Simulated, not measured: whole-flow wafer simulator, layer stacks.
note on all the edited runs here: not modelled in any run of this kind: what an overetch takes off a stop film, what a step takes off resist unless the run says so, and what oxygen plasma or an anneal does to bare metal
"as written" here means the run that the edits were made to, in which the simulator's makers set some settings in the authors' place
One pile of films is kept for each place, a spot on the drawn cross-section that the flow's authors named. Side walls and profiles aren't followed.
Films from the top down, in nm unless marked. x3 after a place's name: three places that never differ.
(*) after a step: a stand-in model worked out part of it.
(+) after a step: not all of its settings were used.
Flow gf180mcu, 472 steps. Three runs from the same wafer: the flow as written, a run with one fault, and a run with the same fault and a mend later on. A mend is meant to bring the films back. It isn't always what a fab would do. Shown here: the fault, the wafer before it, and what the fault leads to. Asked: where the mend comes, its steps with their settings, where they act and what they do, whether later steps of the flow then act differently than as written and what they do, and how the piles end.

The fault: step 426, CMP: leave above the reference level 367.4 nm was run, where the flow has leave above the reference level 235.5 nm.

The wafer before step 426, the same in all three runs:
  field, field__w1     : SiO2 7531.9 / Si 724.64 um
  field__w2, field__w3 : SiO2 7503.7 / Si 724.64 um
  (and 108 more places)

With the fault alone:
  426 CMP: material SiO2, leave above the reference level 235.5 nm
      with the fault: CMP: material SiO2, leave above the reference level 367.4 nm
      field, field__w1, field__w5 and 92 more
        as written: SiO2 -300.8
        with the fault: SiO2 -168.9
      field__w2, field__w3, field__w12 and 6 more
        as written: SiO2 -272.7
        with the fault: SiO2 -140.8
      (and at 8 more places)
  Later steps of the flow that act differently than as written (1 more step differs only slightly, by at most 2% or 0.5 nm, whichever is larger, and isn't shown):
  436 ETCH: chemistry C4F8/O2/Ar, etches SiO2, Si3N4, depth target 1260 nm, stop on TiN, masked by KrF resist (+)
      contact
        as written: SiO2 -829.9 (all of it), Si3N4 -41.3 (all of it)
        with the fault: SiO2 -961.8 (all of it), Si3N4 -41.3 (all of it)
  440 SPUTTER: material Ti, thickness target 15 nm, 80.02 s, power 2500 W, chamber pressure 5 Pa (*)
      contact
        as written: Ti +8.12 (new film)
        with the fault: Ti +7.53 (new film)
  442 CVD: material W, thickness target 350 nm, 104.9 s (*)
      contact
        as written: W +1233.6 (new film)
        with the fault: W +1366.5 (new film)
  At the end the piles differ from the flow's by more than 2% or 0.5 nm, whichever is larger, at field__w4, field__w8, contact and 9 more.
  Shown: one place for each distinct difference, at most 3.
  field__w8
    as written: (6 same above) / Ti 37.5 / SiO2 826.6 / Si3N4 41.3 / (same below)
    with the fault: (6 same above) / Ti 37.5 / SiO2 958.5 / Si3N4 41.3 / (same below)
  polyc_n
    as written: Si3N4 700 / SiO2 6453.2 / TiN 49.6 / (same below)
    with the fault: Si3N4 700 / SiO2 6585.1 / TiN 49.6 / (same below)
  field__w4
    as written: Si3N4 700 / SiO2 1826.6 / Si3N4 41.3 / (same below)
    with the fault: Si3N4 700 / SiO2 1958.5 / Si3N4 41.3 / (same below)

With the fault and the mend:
  The mend comes after step 426.
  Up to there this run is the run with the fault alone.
  426a CMP: material SiO2, leave above the reference level 235.5 nm (the flow's step 426 once more)
      field, field__w1, field__w2 and 109 more
        SiO2 -131.9
  No later step of the flow acts differently than as written at any place that is followed.
  At the end the piles are the same as the flow's at every place that both follow.
